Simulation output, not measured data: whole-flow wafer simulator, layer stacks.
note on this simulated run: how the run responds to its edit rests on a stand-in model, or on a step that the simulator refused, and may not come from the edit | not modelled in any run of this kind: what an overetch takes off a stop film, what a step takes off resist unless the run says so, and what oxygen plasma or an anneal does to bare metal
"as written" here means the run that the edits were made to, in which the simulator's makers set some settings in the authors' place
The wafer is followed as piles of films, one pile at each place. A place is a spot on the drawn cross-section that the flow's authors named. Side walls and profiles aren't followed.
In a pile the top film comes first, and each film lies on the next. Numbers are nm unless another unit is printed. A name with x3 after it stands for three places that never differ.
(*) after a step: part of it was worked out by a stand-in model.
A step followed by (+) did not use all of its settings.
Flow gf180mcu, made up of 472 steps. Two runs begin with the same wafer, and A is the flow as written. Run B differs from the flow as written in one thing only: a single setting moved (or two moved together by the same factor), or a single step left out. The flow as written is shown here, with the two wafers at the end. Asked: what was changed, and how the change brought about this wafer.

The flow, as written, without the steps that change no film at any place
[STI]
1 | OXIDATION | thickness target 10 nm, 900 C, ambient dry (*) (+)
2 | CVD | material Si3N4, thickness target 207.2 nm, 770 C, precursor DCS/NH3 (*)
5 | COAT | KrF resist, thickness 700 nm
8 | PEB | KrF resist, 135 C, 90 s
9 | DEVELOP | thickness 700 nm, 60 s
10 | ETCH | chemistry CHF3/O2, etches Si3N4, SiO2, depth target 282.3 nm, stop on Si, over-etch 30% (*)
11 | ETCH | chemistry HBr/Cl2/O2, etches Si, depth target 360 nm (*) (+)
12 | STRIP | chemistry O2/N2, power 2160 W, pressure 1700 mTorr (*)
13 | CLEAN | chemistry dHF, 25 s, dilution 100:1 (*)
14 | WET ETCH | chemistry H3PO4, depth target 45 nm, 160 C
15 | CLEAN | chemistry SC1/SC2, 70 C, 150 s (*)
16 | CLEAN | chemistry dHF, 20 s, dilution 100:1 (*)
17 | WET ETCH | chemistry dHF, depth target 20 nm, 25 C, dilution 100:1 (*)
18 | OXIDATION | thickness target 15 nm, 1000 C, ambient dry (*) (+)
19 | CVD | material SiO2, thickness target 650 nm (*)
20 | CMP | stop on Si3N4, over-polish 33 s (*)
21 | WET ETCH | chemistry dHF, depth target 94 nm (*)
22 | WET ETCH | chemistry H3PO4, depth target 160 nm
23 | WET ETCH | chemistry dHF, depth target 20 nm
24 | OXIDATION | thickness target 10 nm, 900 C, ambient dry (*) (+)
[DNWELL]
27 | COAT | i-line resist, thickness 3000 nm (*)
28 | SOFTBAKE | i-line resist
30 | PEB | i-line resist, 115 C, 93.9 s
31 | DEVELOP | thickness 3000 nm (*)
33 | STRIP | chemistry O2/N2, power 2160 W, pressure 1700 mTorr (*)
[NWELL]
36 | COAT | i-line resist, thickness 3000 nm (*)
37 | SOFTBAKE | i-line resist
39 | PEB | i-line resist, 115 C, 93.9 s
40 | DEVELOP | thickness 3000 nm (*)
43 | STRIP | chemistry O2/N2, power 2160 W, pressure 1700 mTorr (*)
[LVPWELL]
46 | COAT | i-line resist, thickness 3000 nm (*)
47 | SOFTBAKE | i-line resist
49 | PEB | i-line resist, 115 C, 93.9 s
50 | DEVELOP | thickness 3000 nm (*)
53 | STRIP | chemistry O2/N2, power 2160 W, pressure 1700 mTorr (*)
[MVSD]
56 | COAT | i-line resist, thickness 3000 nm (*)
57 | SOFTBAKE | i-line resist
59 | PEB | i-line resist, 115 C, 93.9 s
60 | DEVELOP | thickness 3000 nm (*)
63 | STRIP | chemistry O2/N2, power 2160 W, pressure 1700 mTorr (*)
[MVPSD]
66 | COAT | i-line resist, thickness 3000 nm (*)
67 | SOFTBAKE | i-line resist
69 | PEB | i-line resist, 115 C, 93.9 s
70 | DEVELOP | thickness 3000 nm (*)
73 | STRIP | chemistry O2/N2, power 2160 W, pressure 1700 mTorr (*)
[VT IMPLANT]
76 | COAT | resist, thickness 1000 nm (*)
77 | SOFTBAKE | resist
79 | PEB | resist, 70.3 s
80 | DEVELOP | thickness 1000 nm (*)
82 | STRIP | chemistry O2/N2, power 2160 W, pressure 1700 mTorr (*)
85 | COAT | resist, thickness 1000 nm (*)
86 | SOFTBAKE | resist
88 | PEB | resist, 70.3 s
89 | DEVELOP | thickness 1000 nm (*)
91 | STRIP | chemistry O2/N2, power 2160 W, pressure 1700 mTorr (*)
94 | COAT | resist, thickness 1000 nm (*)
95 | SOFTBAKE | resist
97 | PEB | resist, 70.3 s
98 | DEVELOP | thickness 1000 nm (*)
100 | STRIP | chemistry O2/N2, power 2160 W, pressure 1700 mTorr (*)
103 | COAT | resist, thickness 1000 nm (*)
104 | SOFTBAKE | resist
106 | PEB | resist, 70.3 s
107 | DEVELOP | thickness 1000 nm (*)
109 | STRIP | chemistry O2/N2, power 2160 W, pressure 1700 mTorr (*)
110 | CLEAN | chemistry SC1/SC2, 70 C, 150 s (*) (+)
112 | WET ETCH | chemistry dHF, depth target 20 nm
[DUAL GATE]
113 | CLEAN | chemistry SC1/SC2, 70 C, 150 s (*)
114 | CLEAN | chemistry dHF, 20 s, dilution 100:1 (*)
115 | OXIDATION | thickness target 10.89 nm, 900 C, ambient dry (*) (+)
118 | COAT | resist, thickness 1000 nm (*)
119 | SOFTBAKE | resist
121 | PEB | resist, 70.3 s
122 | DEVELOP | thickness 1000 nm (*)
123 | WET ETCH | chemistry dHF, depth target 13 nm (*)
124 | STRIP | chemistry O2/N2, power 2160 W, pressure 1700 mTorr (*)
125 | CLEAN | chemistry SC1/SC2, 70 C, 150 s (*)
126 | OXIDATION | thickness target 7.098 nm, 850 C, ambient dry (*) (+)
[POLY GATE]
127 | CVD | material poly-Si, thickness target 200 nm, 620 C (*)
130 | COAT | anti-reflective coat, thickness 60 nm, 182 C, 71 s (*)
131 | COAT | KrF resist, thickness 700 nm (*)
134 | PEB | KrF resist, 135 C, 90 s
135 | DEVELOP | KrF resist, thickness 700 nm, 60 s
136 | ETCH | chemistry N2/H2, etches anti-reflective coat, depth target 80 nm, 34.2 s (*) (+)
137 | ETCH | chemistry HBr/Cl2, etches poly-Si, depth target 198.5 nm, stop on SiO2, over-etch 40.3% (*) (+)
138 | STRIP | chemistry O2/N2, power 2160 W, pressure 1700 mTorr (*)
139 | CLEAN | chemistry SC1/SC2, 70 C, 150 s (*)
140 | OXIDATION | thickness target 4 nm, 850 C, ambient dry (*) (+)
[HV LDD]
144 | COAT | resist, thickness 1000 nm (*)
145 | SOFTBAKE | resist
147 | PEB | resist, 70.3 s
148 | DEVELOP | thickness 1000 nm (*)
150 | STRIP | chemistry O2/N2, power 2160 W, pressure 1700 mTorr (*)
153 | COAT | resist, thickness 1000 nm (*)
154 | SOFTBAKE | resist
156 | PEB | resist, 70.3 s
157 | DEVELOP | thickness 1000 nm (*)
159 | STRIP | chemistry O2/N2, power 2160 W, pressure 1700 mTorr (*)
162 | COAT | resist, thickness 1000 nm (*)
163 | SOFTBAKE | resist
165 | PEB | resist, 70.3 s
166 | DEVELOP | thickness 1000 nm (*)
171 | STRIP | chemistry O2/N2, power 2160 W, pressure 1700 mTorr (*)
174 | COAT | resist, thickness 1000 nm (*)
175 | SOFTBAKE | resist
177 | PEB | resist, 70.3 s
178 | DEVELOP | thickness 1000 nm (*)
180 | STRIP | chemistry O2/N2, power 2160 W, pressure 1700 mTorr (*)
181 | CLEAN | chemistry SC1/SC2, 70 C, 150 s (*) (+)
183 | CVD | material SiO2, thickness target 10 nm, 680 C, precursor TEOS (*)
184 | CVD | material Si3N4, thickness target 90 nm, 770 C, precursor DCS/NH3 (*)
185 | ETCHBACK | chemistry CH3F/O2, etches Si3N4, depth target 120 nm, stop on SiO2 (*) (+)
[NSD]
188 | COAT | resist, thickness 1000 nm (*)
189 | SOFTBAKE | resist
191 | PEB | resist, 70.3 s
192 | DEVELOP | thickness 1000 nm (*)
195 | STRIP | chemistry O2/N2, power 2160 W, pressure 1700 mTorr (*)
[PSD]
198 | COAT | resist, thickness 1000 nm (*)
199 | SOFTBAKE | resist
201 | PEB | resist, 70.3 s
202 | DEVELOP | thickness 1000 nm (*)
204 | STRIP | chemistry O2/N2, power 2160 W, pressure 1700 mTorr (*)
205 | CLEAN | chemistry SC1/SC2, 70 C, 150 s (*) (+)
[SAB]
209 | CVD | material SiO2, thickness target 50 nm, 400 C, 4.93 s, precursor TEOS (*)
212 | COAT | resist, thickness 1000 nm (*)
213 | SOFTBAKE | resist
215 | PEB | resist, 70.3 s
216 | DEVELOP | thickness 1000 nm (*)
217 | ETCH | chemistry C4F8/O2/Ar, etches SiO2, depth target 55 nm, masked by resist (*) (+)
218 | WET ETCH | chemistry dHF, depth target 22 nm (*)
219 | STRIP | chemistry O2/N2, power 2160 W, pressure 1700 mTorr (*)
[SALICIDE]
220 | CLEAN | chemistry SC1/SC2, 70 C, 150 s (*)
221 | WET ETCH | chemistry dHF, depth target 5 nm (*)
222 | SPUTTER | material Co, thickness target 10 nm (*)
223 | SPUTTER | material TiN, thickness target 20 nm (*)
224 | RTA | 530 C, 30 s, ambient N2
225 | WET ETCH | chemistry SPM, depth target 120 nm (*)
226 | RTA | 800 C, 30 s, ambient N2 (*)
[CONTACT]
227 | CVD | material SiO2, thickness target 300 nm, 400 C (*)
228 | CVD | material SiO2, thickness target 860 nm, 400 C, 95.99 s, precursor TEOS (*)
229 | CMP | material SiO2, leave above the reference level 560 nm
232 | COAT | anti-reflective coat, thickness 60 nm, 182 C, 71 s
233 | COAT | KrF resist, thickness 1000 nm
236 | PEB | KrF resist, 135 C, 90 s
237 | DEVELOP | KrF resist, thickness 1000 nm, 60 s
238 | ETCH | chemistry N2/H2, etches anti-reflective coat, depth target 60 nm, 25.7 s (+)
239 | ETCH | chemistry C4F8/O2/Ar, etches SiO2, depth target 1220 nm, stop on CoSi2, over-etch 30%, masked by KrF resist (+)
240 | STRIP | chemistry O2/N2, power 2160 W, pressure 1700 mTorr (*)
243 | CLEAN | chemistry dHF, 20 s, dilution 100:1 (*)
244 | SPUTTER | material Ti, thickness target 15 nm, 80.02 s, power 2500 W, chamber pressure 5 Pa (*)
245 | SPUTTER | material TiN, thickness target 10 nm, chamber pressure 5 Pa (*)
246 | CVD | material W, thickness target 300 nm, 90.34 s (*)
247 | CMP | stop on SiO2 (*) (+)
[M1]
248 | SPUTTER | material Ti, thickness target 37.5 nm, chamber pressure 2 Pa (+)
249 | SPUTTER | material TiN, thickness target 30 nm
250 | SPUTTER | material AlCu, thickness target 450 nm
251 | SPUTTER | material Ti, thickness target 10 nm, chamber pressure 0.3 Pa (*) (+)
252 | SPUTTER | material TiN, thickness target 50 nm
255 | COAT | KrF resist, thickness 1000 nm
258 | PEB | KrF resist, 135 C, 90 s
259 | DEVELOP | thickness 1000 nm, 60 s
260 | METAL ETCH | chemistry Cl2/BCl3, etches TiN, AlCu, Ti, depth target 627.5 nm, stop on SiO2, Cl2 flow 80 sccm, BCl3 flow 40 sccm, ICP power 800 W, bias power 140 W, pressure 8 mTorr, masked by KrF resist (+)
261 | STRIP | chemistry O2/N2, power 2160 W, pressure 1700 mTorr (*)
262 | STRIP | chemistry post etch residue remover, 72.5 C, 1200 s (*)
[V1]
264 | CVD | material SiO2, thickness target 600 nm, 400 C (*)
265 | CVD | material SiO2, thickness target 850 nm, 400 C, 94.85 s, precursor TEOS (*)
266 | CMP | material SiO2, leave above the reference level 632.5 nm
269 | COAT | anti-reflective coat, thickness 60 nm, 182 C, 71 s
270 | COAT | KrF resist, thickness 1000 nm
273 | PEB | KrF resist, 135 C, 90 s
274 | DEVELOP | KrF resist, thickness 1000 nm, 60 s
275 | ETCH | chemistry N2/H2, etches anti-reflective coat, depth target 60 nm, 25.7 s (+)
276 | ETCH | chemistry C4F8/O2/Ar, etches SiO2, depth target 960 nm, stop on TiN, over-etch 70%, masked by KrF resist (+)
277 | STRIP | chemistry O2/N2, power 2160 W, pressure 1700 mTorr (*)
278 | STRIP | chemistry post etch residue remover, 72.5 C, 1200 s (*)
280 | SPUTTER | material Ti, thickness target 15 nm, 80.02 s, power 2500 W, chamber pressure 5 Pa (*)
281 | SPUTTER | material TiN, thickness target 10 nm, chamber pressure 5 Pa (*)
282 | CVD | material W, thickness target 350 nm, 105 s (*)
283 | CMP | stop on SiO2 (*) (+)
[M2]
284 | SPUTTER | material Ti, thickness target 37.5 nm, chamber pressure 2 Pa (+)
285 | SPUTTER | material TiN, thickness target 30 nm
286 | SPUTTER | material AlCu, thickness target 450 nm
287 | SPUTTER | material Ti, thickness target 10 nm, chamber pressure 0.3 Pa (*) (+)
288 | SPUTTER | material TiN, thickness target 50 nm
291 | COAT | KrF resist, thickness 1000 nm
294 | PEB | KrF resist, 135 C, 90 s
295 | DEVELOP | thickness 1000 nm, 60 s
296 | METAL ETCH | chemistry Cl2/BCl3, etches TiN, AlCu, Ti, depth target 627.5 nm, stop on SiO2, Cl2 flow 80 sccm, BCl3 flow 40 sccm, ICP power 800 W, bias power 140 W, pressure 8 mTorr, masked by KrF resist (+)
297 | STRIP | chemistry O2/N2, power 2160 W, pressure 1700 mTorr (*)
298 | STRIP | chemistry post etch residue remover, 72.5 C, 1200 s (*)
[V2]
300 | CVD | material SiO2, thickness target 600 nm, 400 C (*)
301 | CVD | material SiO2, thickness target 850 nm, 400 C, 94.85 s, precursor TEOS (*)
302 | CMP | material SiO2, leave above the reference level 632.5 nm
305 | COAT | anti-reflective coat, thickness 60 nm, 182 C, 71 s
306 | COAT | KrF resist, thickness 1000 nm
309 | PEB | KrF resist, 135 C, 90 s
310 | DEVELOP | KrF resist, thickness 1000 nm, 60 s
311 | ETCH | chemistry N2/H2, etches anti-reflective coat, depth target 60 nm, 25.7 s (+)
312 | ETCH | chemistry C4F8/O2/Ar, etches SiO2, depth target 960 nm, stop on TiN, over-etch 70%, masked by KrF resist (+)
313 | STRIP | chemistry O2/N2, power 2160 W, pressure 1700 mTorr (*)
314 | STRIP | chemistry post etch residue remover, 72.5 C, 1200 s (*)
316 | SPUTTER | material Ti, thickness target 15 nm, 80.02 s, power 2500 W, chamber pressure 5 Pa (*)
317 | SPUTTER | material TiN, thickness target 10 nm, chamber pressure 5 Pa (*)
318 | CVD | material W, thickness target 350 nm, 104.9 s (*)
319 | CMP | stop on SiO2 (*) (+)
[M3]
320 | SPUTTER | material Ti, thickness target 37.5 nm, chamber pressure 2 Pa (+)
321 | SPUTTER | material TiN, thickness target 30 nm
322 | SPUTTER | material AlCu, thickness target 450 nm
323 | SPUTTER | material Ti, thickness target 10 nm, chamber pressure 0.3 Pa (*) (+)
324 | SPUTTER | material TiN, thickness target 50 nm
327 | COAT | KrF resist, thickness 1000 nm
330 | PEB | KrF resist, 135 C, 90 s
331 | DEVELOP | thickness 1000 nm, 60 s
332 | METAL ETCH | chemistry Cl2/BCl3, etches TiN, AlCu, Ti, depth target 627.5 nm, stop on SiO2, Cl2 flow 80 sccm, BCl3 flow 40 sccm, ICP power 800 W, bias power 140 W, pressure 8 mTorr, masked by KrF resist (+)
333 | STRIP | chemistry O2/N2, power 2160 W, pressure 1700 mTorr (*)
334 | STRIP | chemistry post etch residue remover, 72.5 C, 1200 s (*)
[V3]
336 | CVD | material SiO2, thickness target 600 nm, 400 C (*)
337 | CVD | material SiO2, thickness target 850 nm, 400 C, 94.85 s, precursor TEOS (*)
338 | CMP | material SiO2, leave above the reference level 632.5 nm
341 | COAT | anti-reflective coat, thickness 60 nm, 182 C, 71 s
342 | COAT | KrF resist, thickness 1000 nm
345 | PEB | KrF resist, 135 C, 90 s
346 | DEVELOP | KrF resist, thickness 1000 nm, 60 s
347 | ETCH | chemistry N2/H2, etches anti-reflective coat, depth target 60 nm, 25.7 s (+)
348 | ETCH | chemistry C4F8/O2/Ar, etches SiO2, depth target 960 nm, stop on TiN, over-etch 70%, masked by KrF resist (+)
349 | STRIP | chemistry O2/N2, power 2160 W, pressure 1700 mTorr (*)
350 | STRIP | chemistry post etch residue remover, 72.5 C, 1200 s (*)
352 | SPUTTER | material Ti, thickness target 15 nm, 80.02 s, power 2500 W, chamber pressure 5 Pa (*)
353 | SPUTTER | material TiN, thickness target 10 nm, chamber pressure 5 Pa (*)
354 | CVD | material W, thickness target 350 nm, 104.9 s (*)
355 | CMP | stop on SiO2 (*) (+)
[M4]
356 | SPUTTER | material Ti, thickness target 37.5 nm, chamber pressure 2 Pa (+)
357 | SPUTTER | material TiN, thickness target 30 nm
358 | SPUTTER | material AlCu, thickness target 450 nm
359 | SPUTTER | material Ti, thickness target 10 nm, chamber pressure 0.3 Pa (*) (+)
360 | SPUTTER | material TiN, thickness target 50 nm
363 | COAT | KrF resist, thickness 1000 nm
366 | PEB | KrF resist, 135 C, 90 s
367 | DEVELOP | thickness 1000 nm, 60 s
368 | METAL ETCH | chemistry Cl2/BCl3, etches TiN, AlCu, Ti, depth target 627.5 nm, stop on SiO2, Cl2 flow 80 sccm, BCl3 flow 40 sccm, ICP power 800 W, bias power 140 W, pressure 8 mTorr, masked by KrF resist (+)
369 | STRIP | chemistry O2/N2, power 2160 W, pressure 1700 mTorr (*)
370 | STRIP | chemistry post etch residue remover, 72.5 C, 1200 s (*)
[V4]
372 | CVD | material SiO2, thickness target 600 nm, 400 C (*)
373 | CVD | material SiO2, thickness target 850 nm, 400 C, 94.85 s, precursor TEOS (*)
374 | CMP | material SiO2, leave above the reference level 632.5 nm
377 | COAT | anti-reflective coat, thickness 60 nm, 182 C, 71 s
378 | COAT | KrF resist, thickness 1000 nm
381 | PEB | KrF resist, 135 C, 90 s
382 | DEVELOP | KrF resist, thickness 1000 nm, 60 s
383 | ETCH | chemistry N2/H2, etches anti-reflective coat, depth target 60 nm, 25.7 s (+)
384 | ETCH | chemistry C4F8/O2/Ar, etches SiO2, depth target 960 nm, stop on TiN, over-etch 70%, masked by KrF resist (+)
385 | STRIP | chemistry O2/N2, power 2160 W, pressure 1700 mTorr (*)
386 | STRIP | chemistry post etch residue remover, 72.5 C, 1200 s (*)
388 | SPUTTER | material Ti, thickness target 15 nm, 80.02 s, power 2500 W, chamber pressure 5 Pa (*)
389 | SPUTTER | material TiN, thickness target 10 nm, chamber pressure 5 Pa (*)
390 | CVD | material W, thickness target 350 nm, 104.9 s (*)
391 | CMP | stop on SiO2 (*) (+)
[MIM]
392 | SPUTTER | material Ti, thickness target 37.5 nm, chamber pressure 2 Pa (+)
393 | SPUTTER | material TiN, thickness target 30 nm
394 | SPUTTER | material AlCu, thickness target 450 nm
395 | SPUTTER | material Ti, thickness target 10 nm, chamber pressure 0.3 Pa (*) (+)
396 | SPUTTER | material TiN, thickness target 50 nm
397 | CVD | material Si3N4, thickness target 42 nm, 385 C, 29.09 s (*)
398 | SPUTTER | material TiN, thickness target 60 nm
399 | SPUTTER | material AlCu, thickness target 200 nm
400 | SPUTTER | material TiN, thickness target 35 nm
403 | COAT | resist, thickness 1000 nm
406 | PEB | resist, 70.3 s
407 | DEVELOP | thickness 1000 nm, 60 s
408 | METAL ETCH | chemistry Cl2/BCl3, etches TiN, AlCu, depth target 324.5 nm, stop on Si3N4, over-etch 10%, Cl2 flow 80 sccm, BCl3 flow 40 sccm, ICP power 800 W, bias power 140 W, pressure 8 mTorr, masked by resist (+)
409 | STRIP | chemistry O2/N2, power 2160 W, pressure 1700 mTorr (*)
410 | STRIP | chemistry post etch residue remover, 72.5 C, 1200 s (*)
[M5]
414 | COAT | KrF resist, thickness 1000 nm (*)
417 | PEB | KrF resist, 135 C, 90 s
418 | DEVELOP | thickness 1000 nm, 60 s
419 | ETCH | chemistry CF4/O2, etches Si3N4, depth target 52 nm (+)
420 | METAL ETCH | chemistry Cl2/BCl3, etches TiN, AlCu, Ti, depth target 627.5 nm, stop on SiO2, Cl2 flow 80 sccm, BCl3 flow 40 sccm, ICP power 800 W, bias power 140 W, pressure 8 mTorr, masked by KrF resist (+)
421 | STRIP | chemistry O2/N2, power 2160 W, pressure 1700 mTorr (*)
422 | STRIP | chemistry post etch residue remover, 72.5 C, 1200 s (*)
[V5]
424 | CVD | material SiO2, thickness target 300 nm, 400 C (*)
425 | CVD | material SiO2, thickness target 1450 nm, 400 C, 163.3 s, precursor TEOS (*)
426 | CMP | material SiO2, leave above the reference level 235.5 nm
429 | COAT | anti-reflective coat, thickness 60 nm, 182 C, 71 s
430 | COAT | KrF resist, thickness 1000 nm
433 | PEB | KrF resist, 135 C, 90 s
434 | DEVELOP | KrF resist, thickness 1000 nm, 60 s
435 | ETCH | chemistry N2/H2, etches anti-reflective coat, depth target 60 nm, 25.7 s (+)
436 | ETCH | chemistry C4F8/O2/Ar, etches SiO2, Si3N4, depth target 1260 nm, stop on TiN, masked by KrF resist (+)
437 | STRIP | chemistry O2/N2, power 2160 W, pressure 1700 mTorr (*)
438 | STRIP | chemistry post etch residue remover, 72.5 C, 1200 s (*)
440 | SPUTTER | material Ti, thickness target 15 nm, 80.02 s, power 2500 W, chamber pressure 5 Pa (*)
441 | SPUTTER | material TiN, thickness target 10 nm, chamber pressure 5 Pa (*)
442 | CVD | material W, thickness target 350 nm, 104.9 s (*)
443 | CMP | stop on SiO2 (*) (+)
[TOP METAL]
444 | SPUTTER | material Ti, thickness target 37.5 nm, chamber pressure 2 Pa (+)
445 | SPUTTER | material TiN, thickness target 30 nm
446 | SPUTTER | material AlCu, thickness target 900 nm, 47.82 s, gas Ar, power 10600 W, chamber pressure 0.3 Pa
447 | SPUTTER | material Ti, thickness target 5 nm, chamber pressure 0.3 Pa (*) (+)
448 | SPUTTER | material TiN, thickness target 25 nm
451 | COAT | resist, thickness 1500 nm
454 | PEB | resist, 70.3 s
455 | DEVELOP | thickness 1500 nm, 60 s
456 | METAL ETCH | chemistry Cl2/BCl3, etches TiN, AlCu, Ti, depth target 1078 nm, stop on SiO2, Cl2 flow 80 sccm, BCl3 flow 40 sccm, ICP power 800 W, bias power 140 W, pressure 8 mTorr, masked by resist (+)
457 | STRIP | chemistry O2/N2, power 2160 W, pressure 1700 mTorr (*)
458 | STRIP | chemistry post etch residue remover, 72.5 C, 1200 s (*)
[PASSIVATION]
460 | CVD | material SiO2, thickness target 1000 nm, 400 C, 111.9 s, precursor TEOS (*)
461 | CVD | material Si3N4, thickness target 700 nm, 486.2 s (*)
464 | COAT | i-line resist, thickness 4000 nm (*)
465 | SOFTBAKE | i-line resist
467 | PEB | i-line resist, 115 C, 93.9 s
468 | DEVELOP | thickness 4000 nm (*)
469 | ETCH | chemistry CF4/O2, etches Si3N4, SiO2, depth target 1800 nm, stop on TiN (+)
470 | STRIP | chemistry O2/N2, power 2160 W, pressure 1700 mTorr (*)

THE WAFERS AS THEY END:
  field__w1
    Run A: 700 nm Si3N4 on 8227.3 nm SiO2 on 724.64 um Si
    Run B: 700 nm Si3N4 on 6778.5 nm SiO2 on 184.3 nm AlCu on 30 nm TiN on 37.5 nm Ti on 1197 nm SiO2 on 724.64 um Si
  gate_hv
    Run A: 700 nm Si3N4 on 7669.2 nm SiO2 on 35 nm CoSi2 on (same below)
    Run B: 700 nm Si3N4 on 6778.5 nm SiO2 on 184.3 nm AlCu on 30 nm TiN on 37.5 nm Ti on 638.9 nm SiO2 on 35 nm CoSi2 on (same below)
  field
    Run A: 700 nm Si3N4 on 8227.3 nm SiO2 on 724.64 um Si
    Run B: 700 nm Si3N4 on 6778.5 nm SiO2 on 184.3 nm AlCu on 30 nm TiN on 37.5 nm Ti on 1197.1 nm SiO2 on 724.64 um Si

The reason: step 260, METAL ETCH: depth target 320 nm was run, whereas the flow has depth target 627.5 nm.

Step by step, how the change led to this:
  260 | METAL ETCH | chemistry Cl2/BCl3, etches TiN, AlCu, Ti, depth target 627.5 nm, stop on SiO2, Cl2 flow 80 sccm, BCl3 flow 40 sccm, ICP power 800 W, bias power 140 W, pressure 8 mTorr, masked by KrF resist (+)
      field, field__w1, field__w2 and 99 more: A -50 TiN (all of it), -10 Ti (all of it), -450 AlCu (all of it), -30 TiN (all of it), -37.5 Ti (all of it) | B -50 TiN (all of it), -10 Ti (all of it), -260 AlCu
      field__w8, contact, m1 and 6 more: A -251 KrF resist | B -128 KrF resist
  261 | STRIP | chemistry O2/N2, power 2160 W, pressure 1700 mTorr (*)
      field__w8, contact, m1 and 6 more: A -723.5 KrF resist (all of it) | B -846.5 KrF resist (all of it)
  262 | STRIP | chemistry post etch residue remover, 72.5 C, 1200 s (*)
      field, field__w1, field__w2 and 99 more: A nothing | B -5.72 AlCu
  264 | CVD | material SiO2, thickness target 600 nm, 400 C (*)
      field, field__w1, field__w2 and 99 more: A +600 SiO2 | B +600 SiO2 (new film)
  266 | CMP | material SiO2, leave above the reference level 632.5 nm
      field, field__w1, field__w2 and 99 more: A -300 SiO2 | B -551.8 SiO2
If metal films that touch count as one body, field__w1 has 1 body; the flow as written gives 0 bodies.
If metal films that touch count as one body, gate_hv has 2 bodies (between them, from the top down: SiO2 638.9); the flow as written gives 1 body.
If metal films that touch count as one body, field has 1 body; the flow as written gives 0 bodies.
